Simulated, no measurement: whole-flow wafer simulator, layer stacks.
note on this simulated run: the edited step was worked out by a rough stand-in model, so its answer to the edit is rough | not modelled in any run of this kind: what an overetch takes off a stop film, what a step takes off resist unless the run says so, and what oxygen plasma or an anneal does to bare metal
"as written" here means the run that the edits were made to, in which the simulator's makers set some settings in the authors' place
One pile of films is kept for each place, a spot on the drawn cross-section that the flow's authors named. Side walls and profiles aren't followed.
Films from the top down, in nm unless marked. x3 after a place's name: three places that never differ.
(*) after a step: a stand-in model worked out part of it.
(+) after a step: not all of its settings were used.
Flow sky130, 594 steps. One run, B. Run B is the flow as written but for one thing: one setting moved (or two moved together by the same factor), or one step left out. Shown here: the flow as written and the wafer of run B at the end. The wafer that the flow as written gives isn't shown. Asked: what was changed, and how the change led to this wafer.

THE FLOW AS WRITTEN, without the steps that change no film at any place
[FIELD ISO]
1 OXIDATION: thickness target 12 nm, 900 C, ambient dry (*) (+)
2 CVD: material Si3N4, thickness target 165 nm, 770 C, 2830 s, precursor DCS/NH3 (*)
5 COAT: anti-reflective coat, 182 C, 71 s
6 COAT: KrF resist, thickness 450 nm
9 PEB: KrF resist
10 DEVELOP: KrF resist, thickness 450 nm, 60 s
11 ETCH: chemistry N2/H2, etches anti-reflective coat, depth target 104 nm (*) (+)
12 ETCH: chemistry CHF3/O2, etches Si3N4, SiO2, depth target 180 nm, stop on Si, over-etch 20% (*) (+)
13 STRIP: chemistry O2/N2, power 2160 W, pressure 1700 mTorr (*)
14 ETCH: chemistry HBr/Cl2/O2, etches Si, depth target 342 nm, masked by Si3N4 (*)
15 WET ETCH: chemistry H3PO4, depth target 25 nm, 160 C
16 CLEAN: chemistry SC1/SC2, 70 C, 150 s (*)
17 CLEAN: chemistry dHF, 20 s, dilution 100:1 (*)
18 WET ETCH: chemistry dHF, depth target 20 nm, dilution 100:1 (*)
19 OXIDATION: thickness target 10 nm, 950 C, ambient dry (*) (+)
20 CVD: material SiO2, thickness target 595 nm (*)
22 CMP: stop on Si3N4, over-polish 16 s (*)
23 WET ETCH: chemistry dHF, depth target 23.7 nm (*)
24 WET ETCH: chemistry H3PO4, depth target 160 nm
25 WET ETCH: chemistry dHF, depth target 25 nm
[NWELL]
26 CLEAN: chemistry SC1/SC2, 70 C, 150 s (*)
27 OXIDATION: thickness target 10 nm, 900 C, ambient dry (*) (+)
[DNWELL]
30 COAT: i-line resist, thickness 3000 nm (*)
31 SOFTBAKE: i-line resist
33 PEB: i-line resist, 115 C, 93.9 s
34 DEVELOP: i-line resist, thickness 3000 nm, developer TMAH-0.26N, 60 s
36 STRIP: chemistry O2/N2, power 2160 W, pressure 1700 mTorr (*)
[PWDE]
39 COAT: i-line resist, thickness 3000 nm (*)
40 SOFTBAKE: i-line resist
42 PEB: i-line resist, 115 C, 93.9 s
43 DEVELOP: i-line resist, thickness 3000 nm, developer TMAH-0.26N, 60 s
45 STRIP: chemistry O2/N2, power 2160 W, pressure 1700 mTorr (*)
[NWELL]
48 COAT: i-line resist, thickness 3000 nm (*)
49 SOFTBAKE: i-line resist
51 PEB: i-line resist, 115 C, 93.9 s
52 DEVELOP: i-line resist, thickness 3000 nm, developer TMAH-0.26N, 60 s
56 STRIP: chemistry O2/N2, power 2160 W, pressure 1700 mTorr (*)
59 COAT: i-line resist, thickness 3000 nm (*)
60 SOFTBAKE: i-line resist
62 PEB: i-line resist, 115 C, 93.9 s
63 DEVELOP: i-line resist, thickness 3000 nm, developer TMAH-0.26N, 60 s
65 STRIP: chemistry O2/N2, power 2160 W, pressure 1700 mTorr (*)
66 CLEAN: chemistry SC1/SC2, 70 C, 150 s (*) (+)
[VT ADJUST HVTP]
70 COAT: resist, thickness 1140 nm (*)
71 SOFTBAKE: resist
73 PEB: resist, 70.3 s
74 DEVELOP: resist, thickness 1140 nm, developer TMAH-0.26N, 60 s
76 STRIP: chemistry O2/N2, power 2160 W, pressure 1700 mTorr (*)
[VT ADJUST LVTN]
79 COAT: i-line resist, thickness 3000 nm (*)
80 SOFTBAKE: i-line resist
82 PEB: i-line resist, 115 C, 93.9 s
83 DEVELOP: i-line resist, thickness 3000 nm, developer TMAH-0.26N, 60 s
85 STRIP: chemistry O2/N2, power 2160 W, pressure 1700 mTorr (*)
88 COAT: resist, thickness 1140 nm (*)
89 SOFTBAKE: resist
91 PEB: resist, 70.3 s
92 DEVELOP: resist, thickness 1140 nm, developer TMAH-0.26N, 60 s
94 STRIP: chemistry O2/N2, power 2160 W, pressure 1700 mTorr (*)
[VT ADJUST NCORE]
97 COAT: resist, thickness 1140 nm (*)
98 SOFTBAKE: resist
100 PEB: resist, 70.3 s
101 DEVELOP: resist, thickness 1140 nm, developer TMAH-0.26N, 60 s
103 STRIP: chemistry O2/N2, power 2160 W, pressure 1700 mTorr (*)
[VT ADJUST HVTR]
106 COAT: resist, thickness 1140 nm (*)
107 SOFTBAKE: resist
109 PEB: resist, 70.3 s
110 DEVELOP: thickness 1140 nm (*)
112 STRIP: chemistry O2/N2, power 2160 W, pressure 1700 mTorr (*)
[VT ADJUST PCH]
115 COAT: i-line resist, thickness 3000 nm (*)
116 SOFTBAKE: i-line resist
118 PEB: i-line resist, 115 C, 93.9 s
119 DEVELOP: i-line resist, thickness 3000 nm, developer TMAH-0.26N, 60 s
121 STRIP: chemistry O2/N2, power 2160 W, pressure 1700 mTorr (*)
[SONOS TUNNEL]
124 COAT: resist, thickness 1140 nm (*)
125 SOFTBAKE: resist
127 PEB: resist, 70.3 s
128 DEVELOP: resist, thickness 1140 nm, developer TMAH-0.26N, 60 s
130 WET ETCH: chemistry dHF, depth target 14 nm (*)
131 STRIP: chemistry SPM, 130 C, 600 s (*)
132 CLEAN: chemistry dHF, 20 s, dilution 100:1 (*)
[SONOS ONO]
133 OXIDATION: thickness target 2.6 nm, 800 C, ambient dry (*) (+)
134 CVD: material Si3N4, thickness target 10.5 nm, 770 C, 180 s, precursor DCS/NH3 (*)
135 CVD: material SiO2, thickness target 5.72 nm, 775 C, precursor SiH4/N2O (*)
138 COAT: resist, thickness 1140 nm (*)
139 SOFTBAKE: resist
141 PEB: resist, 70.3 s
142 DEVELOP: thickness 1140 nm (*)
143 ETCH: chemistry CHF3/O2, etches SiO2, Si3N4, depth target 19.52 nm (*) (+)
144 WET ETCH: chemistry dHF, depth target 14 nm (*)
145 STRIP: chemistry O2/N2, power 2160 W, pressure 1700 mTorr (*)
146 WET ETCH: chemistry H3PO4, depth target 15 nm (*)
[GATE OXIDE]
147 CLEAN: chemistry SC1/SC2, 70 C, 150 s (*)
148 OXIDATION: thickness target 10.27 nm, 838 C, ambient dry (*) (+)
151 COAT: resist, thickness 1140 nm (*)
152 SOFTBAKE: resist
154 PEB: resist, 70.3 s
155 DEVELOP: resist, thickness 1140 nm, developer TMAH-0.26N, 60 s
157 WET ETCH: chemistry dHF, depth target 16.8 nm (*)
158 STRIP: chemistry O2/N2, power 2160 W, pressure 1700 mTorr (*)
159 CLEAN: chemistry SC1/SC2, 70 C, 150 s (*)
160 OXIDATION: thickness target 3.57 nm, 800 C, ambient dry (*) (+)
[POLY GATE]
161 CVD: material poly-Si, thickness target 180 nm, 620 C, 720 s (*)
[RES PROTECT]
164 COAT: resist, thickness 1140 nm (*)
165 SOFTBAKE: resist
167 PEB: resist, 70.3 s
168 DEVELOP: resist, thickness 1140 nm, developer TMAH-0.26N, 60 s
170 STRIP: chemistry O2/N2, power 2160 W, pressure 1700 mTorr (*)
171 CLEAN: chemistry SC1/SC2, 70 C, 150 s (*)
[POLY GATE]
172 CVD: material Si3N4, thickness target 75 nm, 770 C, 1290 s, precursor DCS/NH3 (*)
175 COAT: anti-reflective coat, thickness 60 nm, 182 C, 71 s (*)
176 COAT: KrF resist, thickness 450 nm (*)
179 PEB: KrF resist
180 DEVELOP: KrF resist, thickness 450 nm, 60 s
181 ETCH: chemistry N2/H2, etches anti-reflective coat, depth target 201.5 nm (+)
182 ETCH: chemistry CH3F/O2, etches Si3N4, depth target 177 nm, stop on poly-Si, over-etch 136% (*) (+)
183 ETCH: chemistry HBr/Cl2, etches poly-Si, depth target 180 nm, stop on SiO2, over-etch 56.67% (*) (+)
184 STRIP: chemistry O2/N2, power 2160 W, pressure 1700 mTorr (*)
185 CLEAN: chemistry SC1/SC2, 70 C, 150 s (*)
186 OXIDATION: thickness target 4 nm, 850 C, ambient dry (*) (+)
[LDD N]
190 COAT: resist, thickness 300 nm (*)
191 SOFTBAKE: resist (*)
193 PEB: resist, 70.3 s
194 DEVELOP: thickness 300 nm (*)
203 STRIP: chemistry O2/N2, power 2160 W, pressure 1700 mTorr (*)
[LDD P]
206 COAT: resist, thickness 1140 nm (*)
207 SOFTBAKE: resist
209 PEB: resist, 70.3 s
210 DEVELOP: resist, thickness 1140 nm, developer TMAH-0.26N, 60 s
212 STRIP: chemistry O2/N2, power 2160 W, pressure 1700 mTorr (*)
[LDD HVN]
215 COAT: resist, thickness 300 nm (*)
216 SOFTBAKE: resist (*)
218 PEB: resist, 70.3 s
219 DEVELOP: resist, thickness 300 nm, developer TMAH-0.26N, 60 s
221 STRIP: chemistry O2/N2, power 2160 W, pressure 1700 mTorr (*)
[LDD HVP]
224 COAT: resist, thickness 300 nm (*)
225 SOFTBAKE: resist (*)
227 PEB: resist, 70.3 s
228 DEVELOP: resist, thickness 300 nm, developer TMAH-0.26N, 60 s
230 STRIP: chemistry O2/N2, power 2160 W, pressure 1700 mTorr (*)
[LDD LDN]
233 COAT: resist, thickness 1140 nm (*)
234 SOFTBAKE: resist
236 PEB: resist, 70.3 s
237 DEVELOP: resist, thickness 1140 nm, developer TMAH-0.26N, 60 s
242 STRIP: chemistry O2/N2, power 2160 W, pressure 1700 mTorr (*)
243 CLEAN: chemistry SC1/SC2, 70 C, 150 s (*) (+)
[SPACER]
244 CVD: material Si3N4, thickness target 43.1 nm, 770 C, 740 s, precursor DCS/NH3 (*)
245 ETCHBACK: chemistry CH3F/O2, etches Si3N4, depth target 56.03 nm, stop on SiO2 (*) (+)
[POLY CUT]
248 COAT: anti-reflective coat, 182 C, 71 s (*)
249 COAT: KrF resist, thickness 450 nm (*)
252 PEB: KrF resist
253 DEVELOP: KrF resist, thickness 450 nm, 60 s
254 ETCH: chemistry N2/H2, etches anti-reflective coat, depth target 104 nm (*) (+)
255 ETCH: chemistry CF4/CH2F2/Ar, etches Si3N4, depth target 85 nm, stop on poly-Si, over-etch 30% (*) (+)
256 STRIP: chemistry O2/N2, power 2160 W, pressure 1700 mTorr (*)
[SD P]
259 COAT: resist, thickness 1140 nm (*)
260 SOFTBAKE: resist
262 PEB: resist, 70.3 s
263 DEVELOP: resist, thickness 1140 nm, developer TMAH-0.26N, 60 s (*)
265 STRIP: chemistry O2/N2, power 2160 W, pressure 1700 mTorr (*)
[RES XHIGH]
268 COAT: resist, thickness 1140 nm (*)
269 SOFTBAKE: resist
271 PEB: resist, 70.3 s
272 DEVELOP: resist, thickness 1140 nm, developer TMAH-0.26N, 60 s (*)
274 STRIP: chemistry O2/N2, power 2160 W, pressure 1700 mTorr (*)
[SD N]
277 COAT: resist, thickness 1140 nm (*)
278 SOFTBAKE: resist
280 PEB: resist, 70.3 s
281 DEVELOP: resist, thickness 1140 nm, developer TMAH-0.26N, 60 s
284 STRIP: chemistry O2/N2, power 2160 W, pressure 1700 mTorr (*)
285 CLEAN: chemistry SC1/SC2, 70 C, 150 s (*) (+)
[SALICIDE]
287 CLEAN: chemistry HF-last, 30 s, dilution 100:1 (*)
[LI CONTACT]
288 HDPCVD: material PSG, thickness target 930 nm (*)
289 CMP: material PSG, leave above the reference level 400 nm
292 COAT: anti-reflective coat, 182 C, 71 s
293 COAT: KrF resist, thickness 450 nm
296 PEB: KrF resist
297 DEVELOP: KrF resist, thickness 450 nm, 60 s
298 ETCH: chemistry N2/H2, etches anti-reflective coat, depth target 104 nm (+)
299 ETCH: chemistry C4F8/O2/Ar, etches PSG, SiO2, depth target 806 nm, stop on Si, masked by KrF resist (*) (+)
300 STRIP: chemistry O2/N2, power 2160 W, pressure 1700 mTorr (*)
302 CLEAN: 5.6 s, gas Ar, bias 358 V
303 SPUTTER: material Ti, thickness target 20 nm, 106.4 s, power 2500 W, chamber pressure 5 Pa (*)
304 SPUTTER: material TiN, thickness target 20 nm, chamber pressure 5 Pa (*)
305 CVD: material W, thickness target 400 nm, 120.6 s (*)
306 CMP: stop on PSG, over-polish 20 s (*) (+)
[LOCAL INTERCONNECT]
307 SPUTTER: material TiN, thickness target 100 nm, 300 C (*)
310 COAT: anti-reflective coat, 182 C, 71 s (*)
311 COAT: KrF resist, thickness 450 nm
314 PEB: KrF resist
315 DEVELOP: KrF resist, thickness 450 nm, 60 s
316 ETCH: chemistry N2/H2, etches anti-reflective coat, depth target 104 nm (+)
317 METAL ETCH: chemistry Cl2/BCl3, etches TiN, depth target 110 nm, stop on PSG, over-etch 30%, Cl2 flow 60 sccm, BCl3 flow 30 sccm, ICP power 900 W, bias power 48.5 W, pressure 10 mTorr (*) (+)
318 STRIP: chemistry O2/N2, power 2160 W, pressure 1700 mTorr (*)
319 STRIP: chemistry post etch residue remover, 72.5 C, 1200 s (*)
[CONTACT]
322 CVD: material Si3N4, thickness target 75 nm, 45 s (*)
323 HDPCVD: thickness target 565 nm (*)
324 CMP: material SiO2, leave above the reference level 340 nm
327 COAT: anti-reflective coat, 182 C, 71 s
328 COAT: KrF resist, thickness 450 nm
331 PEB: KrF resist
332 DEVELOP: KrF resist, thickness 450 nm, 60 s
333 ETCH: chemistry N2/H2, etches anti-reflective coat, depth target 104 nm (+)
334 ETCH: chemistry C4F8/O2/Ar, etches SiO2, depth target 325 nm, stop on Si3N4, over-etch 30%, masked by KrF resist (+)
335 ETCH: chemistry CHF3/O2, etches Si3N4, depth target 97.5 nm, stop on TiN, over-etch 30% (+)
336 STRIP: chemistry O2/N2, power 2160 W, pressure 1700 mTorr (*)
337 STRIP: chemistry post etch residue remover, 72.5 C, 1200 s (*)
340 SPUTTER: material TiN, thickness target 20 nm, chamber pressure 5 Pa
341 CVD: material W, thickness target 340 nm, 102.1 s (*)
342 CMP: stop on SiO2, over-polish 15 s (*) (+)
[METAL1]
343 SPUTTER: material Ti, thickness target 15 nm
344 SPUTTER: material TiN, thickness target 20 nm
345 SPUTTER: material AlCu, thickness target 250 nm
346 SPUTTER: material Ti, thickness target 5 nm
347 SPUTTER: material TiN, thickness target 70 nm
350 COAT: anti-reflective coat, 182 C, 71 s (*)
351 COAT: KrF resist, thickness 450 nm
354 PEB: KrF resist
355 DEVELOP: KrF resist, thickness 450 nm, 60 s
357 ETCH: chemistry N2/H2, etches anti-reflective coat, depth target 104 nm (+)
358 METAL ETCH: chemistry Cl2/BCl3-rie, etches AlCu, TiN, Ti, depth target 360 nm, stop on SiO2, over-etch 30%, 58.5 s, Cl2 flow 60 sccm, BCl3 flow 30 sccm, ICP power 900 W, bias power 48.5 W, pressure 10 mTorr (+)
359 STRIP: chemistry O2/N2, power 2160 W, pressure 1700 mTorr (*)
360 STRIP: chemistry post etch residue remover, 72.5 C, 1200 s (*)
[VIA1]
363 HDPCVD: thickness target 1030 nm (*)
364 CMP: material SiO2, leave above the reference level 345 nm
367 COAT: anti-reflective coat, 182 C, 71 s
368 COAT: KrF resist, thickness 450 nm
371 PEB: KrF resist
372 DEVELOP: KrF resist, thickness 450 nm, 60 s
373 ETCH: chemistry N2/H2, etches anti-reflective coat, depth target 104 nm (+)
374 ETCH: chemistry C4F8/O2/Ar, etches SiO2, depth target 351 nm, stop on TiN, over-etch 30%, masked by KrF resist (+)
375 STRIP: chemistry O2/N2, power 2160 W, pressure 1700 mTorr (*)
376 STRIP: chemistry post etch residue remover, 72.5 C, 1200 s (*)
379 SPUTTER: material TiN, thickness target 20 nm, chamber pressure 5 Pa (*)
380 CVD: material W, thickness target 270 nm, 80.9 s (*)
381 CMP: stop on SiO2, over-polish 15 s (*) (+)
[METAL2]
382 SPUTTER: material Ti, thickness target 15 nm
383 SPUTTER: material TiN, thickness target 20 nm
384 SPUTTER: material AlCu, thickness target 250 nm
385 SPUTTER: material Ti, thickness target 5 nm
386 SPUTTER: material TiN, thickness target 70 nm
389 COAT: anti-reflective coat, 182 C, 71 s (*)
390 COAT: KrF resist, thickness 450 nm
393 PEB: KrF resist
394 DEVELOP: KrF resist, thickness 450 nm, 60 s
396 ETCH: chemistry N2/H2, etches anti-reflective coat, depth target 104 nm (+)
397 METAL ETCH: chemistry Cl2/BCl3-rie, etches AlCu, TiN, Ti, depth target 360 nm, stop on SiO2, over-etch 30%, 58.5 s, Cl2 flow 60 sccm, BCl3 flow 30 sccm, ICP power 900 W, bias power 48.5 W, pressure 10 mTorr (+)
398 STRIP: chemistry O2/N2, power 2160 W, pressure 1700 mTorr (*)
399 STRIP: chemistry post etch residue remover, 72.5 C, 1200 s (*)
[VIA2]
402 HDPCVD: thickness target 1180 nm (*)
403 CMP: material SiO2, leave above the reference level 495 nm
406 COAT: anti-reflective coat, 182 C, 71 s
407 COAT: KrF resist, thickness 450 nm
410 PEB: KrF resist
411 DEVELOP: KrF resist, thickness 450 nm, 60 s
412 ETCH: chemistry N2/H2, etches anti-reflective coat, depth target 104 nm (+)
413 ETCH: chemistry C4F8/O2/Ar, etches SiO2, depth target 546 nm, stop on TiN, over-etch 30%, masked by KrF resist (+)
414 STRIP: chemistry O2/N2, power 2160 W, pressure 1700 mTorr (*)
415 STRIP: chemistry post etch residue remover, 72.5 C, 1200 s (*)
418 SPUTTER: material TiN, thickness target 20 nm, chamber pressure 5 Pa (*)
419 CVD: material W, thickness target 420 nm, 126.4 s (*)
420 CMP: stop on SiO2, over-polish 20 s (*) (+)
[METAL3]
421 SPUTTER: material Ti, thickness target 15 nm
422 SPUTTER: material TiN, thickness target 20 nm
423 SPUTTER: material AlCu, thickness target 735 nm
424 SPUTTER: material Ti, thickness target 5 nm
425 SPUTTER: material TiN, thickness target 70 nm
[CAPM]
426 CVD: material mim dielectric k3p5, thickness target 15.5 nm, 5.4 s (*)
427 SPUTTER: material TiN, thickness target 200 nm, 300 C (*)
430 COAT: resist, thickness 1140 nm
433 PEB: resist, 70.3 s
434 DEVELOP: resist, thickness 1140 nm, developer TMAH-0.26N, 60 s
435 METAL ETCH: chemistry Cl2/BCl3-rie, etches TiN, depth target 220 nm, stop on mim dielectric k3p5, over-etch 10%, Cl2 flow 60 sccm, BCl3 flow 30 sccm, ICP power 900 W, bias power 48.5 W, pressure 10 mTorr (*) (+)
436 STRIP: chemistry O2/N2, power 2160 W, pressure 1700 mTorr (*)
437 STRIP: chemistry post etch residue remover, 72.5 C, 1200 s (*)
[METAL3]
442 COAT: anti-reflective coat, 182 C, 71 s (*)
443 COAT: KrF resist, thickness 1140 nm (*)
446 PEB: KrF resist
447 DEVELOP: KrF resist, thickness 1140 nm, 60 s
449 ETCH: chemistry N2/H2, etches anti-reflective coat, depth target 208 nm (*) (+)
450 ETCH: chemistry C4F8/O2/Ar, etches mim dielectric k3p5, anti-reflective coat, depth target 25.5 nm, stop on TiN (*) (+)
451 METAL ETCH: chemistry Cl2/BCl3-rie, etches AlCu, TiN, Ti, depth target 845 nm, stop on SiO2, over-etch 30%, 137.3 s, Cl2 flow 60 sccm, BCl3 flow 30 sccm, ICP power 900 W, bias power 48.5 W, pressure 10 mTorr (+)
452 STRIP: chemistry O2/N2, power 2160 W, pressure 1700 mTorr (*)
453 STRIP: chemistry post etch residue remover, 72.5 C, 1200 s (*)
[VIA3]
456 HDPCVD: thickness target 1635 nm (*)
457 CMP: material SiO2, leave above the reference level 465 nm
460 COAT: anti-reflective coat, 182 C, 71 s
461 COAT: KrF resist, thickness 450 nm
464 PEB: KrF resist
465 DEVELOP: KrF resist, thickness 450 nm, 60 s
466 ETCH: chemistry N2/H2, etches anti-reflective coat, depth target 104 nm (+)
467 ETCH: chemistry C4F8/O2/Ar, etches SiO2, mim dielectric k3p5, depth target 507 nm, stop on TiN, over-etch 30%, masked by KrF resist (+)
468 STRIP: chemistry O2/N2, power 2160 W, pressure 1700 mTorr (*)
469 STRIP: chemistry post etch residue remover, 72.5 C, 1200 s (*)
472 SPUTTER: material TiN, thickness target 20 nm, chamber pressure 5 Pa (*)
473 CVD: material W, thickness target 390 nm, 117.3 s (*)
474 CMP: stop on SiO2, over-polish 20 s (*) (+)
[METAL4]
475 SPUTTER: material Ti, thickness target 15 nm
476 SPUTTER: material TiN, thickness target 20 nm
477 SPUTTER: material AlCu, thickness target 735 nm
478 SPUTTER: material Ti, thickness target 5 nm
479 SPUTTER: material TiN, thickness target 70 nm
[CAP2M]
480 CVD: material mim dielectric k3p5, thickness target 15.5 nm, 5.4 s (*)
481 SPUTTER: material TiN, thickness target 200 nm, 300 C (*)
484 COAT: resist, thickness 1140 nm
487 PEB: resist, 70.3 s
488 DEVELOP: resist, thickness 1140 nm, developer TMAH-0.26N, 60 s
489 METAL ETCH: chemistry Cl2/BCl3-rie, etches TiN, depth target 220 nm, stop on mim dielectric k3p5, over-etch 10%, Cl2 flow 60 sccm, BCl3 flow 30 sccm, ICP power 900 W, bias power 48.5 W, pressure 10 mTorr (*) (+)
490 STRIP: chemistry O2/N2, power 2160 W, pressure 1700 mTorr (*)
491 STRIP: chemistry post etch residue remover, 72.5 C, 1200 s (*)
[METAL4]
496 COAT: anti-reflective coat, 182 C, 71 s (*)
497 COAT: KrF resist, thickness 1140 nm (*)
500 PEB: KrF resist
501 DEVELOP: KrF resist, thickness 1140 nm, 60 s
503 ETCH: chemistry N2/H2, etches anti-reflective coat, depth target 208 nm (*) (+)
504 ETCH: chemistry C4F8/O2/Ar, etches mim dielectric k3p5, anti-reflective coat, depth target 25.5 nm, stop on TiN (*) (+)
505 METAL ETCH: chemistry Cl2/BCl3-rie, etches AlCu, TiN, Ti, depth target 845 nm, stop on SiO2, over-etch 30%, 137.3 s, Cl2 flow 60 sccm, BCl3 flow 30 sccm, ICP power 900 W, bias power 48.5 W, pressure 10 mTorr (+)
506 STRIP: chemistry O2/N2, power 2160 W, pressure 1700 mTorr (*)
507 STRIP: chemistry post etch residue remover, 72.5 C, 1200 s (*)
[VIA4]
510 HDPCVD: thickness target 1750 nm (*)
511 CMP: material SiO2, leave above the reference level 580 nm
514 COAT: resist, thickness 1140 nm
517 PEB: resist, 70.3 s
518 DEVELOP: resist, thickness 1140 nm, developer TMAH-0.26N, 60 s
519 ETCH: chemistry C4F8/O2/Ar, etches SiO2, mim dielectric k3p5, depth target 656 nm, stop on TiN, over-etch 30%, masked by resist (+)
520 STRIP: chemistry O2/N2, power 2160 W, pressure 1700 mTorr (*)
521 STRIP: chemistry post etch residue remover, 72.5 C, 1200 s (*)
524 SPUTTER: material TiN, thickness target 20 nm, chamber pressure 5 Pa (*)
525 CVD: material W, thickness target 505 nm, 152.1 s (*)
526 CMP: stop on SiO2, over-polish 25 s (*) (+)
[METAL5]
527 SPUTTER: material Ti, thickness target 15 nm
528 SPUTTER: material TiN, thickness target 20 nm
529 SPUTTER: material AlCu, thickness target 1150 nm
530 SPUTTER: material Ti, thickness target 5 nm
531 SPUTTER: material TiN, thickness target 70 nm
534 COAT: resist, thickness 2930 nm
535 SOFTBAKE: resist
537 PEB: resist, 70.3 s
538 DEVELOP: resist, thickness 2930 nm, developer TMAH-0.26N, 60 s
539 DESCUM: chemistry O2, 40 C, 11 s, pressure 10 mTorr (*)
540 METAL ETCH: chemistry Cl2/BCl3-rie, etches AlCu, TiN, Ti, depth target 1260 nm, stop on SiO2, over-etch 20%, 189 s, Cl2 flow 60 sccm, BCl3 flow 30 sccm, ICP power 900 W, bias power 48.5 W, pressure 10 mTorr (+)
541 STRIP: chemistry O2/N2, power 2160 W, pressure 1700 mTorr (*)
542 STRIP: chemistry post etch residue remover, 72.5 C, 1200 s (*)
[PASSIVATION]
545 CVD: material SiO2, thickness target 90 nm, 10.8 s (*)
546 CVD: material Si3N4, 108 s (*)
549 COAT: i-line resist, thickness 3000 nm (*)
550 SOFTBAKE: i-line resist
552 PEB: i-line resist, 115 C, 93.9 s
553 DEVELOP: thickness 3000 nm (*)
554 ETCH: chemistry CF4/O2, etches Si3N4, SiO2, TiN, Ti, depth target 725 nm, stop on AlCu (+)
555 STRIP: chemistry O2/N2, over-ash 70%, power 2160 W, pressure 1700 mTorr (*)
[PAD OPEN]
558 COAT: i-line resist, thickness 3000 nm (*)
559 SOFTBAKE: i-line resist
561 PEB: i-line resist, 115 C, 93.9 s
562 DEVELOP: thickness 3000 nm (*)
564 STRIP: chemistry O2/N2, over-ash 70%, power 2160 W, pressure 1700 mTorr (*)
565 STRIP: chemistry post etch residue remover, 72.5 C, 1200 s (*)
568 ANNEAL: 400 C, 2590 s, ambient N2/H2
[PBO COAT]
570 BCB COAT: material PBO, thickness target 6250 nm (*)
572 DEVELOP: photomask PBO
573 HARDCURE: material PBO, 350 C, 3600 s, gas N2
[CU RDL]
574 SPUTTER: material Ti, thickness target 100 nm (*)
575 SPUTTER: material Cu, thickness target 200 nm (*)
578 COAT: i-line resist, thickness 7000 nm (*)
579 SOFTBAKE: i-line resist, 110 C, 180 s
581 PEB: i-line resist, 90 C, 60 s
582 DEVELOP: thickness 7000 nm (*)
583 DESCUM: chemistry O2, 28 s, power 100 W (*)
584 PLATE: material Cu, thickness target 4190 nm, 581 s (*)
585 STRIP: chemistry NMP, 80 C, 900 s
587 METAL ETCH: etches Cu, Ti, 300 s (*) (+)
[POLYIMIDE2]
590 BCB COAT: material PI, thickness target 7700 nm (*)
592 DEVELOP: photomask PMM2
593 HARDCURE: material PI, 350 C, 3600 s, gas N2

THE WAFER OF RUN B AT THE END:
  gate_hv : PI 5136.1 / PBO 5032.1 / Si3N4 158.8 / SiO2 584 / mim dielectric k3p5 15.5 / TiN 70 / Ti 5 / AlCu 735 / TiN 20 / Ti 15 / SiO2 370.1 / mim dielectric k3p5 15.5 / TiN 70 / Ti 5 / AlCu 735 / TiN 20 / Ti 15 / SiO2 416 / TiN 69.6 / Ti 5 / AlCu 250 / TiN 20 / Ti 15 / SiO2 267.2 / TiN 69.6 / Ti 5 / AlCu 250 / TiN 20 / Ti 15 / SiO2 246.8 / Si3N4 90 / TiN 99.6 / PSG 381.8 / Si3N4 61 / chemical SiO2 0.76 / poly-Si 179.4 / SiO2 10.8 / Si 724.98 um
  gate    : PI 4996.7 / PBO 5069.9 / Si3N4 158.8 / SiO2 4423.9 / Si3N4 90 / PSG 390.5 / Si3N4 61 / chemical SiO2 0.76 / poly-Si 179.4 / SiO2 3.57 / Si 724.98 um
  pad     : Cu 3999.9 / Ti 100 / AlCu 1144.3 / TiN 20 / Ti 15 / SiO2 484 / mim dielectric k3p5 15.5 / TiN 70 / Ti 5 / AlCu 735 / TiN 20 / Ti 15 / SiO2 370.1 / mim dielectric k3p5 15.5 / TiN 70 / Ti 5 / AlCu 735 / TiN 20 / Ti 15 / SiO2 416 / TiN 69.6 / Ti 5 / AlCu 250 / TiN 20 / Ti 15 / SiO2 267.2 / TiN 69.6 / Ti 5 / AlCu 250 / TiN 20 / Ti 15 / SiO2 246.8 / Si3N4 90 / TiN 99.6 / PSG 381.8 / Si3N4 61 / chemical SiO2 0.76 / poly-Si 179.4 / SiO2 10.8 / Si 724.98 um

The cause: step 322, CVD: thickness target 90 nm was run, where the flow has thickness target 75 nm; step 322, CVD: 54 s was run, where the flow has 45 s.
It can be read off the wafer: gate_hv has Si3N4 90, and step 322 as written asks for 75 nm.

How the change led to this, step by step:
  322 CVD: material Si3N4, thickness target 75 nm, 45 s (*)
      field, active, n_well and 188 more: Si3N4 +90 (new film) (as written it would be: Si3N4 +75 (new film))
  324 CMP: material SiO2, leave above the reference level 340 nm
      n_well, p_well, gate_hv and 93 more: SiO2 -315 (as written it would be: SiO2 -300)
      field, active, gate and 88 more: SiO2 -215.4 (as written it would be: SiO2 -200.4)
      (and at 4 more places)
  334 ETCH: chemistry C4F8/O2/Ar, etches SiO2, depth target 325 nm, stop on Si3N4, over-etch 30%, masked by KrF resist (+)
      poly_licon, ndiff_licon, ndiff_licon_cpp, rpo_hd_licon: SiO2 -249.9 (all of it) (as written it would be: SiO2 -264.9 (all of it))
  335 ETCH: chemistry CHF3/O2, etches Si3N4, depth target 97.5 nm, stop on TiN, over-etch 30% (+)
      poly_licon, ndiff_licon, ndiff_licon_cpp, rpo_hd_licon: Si3N4 -90 (all of it) (as written it would be: Si3N4 -75 (all of it))
